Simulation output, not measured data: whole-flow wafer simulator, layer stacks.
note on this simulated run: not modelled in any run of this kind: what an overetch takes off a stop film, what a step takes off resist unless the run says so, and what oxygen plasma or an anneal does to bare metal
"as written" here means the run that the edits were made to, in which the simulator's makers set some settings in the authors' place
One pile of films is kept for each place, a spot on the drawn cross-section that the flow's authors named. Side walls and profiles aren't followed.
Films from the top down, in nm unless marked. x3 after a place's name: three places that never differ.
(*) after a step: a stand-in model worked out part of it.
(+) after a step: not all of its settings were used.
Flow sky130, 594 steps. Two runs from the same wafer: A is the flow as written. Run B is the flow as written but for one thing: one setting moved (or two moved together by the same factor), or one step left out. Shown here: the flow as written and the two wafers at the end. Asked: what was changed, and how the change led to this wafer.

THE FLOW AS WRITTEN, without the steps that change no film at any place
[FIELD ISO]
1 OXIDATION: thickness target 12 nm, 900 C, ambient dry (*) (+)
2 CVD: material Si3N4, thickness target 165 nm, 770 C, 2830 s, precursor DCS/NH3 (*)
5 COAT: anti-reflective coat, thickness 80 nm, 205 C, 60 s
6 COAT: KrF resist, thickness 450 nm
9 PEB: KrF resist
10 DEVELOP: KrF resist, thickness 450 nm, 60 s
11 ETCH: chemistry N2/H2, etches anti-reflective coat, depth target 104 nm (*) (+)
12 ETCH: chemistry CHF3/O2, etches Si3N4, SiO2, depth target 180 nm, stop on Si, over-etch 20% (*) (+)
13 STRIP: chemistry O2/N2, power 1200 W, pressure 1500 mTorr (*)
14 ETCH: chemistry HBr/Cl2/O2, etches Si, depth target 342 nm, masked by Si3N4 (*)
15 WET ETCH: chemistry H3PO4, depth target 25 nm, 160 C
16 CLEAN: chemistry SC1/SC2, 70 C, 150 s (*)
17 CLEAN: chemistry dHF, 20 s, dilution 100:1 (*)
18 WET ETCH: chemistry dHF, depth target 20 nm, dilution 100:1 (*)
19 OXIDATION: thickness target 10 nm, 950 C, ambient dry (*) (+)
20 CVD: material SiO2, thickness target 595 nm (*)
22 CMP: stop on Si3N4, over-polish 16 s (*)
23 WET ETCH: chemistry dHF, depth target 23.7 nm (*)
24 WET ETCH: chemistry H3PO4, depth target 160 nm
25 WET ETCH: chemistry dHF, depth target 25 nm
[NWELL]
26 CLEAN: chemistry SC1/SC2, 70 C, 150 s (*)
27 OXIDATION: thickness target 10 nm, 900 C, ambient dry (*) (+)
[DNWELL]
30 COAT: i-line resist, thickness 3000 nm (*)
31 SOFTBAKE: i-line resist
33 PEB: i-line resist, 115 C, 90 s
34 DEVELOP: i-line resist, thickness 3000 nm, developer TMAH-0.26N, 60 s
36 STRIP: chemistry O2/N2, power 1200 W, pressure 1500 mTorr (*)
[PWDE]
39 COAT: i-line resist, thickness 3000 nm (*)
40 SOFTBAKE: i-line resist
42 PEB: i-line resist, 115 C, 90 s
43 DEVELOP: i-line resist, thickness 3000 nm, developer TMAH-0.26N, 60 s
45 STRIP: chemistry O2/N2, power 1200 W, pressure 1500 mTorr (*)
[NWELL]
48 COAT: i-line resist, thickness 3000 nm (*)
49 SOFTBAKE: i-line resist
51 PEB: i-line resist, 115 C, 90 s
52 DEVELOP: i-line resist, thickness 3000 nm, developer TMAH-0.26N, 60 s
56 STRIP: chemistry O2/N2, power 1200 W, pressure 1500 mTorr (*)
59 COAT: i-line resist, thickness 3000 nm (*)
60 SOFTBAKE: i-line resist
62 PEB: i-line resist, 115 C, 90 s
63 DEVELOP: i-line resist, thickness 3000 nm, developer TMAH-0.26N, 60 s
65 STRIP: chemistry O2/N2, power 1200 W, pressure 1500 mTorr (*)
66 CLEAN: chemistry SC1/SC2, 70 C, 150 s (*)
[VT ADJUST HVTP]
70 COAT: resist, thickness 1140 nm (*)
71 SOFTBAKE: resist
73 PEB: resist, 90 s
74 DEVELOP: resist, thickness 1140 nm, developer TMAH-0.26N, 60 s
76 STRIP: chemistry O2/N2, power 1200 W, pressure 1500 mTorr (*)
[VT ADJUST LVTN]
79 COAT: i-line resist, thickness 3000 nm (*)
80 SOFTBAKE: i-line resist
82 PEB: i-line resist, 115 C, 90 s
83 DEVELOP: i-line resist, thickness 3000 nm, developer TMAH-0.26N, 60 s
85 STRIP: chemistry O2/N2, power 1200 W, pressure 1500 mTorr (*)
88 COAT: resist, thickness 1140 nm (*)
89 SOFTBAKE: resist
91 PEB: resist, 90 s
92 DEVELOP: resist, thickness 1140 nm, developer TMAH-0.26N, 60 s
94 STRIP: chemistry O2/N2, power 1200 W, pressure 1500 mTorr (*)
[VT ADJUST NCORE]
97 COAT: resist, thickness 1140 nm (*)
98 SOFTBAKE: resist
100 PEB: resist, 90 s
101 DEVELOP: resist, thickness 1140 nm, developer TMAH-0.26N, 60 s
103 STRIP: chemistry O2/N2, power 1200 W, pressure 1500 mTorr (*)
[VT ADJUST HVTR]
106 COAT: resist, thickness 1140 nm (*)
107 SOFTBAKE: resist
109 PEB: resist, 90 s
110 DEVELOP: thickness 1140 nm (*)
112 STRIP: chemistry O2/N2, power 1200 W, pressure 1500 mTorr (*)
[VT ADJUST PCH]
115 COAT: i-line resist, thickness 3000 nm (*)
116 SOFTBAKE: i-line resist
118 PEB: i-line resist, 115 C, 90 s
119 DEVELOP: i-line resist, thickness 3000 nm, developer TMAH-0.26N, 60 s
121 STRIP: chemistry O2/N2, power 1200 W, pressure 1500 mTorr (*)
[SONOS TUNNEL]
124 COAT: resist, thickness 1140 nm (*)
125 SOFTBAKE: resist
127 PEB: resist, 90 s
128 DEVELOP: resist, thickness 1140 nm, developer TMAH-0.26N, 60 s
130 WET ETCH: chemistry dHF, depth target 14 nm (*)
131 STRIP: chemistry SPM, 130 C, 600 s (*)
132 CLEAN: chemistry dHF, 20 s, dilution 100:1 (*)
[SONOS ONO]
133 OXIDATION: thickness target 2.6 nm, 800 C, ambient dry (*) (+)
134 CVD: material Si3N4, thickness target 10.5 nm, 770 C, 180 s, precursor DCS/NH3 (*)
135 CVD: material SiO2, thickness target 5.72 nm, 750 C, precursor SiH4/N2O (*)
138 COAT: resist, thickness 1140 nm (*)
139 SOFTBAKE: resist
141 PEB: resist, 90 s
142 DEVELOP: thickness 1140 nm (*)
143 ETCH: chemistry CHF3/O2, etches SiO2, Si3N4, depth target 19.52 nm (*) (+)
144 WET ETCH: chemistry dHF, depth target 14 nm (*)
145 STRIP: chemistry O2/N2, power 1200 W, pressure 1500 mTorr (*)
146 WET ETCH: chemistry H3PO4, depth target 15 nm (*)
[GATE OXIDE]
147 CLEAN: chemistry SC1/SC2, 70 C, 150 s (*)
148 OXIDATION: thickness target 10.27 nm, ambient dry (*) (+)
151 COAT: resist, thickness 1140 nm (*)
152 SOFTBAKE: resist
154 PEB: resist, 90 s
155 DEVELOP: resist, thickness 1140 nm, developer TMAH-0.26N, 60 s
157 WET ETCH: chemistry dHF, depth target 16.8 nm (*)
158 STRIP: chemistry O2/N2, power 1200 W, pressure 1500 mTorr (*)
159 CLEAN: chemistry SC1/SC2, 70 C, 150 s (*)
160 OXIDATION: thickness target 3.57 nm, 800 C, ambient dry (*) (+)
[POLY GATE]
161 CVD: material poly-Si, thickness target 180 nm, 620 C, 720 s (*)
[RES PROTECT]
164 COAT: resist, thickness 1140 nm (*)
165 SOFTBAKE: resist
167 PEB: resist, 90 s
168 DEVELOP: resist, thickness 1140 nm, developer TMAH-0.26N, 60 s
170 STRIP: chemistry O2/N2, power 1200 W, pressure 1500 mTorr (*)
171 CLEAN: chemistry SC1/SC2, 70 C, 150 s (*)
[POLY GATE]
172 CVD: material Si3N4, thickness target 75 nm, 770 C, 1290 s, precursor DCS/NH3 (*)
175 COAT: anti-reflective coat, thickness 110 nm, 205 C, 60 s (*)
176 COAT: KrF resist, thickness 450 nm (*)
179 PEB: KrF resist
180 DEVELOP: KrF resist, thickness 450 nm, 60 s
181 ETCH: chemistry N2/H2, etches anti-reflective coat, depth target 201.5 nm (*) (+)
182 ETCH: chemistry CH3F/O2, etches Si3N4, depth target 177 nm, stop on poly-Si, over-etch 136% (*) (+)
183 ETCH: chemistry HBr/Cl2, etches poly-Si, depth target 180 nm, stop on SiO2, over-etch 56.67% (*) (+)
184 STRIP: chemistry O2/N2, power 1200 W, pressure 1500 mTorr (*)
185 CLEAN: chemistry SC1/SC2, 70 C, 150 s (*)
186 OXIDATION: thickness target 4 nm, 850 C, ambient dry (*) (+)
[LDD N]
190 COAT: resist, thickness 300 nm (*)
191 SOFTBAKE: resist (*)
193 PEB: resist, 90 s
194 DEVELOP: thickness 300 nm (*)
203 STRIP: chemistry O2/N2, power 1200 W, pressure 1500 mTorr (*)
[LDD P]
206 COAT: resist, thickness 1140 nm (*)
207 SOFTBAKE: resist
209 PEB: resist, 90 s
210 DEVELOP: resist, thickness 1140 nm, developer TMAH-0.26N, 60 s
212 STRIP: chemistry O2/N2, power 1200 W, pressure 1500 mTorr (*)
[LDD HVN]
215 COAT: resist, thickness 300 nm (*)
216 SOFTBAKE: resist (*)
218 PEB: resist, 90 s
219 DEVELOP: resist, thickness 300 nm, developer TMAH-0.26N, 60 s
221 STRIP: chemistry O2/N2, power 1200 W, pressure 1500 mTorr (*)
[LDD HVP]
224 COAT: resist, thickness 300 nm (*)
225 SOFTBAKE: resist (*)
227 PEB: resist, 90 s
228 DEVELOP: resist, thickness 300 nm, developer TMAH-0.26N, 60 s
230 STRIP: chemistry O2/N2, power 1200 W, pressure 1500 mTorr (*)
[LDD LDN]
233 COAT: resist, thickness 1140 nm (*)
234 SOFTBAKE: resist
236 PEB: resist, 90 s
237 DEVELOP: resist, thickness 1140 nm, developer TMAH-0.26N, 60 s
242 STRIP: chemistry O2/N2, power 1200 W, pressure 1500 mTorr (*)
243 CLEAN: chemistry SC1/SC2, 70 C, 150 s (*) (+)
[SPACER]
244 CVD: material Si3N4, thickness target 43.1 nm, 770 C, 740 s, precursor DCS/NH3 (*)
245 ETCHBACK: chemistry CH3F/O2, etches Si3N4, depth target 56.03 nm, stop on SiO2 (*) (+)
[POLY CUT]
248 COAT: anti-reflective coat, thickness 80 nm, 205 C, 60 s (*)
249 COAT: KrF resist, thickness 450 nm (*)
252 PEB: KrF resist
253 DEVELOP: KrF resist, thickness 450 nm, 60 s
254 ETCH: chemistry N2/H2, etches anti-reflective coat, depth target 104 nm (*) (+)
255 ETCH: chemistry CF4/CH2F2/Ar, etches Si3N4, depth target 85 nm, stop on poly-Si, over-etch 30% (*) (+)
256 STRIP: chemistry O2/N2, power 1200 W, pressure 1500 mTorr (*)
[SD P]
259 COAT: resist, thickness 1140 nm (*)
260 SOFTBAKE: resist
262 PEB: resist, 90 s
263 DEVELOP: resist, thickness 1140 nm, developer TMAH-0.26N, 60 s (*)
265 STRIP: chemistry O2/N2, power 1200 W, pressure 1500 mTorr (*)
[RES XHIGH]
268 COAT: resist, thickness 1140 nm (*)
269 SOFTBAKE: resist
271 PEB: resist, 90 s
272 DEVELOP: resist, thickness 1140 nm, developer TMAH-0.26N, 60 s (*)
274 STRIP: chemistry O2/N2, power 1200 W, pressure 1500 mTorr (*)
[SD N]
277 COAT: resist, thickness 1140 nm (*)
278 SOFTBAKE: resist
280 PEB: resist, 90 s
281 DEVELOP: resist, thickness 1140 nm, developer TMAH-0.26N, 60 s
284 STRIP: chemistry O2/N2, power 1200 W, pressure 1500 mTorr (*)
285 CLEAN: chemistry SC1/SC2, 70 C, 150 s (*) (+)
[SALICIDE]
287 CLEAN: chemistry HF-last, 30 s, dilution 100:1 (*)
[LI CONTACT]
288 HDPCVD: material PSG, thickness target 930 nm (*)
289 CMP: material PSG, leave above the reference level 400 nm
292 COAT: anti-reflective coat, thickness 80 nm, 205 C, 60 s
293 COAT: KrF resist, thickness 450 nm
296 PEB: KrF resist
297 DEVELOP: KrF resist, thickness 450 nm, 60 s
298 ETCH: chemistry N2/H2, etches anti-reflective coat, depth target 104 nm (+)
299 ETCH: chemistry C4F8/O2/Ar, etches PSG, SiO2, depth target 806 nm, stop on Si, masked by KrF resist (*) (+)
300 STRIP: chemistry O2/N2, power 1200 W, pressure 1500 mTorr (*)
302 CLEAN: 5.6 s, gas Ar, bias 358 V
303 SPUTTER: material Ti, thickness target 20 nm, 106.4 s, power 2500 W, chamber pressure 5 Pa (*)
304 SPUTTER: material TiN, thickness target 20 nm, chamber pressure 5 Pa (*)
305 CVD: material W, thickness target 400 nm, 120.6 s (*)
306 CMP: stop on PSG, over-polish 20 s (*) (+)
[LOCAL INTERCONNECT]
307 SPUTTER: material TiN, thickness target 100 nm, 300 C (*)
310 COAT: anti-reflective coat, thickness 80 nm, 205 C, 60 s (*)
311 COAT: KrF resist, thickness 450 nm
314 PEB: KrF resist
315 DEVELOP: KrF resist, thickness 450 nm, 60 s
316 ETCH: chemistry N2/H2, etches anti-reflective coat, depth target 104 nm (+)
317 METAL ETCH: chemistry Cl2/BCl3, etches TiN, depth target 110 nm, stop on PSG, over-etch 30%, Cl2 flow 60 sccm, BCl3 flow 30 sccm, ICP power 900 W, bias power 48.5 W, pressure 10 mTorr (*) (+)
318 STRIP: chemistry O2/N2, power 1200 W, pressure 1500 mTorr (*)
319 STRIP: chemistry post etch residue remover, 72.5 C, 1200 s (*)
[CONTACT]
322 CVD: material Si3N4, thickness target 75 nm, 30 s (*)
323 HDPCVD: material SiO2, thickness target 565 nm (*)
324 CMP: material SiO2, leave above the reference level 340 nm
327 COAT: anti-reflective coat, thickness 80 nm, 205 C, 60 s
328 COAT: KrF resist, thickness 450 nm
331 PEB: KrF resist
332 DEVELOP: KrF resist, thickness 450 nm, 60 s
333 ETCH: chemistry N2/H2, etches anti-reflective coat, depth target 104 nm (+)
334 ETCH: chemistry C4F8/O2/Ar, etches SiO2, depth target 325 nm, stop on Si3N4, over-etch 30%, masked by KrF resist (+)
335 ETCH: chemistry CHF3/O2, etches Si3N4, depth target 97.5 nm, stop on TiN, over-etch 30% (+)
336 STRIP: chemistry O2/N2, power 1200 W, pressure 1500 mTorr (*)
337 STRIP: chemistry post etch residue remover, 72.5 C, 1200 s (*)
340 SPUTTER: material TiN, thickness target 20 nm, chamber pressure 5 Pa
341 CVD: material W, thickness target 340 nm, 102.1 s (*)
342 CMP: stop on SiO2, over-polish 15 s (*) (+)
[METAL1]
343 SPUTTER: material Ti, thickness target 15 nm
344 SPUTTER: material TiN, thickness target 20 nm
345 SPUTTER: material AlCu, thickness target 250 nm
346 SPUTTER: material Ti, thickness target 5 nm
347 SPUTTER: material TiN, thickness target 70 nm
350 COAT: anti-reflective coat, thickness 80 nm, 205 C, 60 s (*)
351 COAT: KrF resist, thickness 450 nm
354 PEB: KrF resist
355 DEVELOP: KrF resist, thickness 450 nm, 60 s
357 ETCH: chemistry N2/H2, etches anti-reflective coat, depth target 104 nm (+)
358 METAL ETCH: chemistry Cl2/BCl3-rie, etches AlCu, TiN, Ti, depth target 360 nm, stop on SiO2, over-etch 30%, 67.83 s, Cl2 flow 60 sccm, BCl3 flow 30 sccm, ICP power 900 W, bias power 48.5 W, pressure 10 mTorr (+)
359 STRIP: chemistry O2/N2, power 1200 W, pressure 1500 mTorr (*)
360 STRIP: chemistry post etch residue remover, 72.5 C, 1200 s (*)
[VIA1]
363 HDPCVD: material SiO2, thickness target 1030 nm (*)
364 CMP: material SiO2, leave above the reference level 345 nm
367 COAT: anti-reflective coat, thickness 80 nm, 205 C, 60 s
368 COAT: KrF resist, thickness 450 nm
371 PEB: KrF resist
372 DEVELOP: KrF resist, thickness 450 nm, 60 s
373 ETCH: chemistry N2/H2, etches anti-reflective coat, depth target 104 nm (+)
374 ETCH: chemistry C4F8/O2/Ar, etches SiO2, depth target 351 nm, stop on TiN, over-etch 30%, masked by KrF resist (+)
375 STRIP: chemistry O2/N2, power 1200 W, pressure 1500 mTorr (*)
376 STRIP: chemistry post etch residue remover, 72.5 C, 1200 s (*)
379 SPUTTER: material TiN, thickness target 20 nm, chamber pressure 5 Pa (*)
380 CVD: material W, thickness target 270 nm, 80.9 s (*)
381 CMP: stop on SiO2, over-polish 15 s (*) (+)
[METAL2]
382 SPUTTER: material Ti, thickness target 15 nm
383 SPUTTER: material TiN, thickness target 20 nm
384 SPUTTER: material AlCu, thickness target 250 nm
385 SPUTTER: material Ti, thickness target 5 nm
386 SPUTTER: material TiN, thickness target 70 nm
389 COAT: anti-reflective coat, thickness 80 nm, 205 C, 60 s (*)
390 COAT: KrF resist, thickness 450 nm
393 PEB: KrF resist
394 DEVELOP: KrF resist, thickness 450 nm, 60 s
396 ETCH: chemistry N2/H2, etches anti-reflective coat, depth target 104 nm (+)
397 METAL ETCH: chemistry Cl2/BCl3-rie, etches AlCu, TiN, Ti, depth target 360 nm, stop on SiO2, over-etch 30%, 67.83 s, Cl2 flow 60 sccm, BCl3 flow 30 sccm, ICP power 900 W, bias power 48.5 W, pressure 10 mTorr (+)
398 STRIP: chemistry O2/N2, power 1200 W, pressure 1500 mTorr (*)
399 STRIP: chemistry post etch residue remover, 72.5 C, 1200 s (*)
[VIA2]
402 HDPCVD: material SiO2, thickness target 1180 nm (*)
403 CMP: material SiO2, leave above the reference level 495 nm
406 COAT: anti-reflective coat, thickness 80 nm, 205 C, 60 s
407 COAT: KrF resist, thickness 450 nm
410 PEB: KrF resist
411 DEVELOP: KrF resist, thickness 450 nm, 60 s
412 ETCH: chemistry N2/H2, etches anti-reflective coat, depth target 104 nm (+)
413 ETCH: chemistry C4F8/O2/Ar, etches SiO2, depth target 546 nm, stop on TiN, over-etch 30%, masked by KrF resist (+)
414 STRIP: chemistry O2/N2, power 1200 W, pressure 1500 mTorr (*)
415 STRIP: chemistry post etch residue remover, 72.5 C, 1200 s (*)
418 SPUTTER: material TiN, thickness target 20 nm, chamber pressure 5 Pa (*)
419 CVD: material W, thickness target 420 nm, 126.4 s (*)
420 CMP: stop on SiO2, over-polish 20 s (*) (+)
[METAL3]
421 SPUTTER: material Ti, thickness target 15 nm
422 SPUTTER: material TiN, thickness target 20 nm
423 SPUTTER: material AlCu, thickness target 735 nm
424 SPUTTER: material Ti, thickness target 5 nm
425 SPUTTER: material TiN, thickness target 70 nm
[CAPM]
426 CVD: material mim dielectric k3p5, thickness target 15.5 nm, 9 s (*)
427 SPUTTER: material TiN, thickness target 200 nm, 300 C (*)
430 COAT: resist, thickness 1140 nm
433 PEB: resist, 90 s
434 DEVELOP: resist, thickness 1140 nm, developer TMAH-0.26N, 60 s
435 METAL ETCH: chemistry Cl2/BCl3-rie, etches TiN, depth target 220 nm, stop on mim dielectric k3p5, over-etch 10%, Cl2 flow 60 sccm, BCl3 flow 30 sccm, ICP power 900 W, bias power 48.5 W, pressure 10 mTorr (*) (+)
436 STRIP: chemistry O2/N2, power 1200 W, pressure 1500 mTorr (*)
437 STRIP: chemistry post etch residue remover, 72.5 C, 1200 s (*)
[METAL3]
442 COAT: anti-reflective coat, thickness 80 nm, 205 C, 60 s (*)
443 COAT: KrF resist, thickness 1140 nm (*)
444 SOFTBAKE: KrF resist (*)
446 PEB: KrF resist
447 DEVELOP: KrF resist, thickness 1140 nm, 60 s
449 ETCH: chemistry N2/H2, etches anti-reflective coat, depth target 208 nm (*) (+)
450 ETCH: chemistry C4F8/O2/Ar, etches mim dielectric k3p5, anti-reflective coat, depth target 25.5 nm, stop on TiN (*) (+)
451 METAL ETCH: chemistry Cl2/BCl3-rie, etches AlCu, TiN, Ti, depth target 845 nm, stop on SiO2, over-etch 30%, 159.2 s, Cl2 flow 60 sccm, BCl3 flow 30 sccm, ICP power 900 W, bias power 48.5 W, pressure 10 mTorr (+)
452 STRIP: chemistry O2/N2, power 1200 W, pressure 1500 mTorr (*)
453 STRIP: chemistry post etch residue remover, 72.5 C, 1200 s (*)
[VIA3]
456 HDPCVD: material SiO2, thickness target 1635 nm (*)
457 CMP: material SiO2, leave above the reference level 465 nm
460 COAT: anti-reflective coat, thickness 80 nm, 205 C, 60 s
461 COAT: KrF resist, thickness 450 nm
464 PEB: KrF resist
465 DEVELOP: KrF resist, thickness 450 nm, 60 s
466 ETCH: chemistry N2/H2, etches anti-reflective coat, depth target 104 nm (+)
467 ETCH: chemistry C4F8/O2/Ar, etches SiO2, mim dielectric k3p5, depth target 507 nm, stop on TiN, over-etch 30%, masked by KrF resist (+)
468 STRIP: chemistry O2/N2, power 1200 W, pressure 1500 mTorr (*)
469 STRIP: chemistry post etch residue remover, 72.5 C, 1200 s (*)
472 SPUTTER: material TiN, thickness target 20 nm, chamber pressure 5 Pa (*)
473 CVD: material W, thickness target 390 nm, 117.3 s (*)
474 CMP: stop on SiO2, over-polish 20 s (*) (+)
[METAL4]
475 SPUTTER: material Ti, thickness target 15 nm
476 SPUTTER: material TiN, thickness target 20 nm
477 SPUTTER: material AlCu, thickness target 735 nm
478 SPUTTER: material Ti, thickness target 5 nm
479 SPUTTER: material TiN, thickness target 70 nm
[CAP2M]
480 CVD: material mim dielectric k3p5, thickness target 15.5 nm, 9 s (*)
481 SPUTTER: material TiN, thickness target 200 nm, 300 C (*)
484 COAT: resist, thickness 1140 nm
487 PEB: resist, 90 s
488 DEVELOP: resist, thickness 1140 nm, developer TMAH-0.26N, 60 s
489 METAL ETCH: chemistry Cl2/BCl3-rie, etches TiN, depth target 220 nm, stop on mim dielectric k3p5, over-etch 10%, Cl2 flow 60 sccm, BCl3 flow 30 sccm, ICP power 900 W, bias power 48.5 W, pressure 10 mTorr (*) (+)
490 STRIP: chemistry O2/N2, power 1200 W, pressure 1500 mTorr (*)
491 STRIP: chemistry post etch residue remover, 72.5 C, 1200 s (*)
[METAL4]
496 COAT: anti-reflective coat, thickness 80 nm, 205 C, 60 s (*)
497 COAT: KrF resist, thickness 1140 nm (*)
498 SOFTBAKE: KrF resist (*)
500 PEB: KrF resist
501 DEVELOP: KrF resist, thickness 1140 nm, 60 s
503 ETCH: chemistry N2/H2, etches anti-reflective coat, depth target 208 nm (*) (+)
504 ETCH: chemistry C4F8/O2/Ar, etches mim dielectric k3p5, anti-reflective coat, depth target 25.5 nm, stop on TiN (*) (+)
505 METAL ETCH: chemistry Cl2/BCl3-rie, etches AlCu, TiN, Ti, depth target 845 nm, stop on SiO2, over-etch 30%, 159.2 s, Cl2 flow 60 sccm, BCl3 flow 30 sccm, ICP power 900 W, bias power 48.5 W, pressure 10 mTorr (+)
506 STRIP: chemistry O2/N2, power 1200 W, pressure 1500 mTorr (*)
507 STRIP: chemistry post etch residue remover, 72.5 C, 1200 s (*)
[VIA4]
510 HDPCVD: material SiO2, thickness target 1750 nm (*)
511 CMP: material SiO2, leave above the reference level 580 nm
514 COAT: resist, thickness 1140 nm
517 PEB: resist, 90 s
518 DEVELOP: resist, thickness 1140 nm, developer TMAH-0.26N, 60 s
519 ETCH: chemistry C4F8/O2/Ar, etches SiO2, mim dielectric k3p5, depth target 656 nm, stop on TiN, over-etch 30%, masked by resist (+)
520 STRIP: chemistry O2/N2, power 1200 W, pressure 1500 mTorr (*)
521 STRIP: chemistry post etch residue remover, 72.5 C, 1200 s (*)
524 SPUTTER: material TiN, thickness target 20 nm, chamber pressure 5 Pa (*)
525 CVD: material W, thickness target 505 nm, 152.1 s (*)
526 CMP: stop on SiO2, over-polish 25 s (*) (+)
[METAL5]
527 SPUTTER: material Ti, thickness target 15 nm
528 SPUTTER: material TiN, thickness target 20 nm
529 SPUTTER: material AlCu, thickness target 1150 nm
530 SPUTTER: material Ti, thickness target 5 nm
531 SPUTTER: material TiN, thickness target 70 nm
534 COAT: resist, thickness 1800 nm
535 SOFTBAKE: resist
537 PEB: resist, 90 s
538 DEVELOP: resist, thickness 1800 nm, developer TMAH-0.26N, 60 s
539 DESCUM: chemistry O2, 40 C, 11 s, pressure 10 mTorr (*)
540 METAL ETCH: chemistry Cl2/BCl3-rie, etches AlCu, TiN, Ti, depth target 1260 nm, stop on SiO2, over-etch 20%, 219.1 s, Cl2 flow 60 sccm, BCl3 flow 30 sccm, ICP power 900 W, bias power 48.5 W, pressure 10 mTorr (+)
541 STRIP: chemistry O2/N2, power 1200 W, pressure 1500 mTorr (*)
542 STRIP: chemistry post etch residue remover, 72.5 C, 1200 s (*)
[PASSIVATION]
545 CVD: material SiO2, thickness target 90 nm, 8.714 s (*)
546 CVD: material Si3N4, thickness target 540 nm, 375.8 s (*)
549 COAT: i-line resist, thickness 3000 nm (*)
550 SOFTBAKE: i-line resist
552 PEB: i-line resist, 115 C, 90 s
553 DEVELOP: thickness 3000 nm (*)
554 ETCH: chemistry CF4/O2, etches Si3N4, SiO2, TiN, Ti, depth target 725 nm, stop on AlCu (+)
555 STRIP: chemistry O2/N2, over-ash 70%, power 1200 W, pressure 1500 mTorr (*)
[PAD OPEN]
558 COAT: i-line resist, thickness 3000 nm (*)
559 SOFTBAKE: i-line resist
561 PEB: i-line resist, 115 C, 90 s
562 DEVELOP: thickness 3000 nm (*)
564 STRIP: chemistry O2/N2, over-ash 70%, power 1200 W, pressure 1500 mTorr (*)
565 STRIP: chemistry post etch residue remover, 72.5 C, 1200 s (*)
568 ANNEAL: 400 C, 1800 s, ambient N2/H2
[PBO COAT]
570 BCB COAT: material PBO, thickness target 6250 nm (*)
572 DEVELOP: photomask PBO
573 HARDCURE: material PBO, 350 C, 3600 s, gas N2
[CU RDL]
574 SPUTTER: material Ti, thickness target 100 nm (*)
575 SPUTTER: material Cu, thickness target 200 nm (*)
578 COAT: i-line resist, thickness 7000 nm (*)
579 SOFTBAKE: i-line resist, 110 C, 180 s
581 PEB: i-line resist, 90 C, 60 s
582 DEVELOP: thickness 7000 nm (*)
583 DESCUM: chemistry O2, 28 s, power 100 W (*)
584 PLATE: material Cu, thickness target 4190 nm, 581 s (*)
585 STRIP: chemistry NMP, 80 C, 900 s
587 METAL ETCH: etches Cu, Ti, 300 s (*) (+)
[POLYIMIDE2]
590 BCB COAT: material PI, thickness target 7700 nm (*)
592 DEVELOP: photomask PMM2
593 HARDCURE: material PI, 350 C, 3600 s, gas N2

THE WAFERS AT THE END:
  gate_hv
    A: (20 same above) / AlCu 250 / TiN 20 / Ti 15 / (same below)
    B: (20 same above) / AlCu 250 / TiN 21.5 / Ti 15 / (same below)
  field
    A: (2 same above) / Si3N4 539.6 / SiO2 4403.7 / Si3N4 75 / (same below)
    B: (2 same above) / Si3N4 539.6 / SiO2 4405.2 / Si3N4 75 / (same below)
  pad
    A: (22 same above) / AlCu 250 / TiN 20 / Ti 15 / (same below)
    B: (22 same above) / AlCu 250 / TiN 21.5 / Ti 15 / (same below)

The cause: step 383, SPUTTER: thickness target 21.5 nm was run, where the flow has thickness target 20 nm.
It can be read off the wafer: gate_hv has TiN 21.5, and step 383 as written asks for 20 nm.

How the change led to this, step by step:
  383 SPUTTER: material TiN, thickness target 20 nm
      field, active, n_well and 188 more: A TiN +20 (new film) | B TiN +21.5 (new film)
  397 METAL ETCH: chemistry Cl2/BCl3-rie, etches AlCu, TiN, Ti, depth target 360 nm, stop on SiO2, over-etch 30%, 67.83 s, Cl2 flow 60 sccm, BCl3 flow 30 sccm, ICP power 900 W, bias power 48.5 W, pressure 10 mTorr (+)
      field, active, gate and 82 more: A TiN -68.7 (all of it), Ti -5 (all of it), AlCu -250 (all of it), TiN -20 (all of it), Ti -15 (all of it), SiO2 -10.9 | B TiN -68.7 (all of it), Ti -5 (all of it), AlCu -250 (all of it), TiN -21.5 (all of it), Ti -15 (all of it), SiO2 -10.8
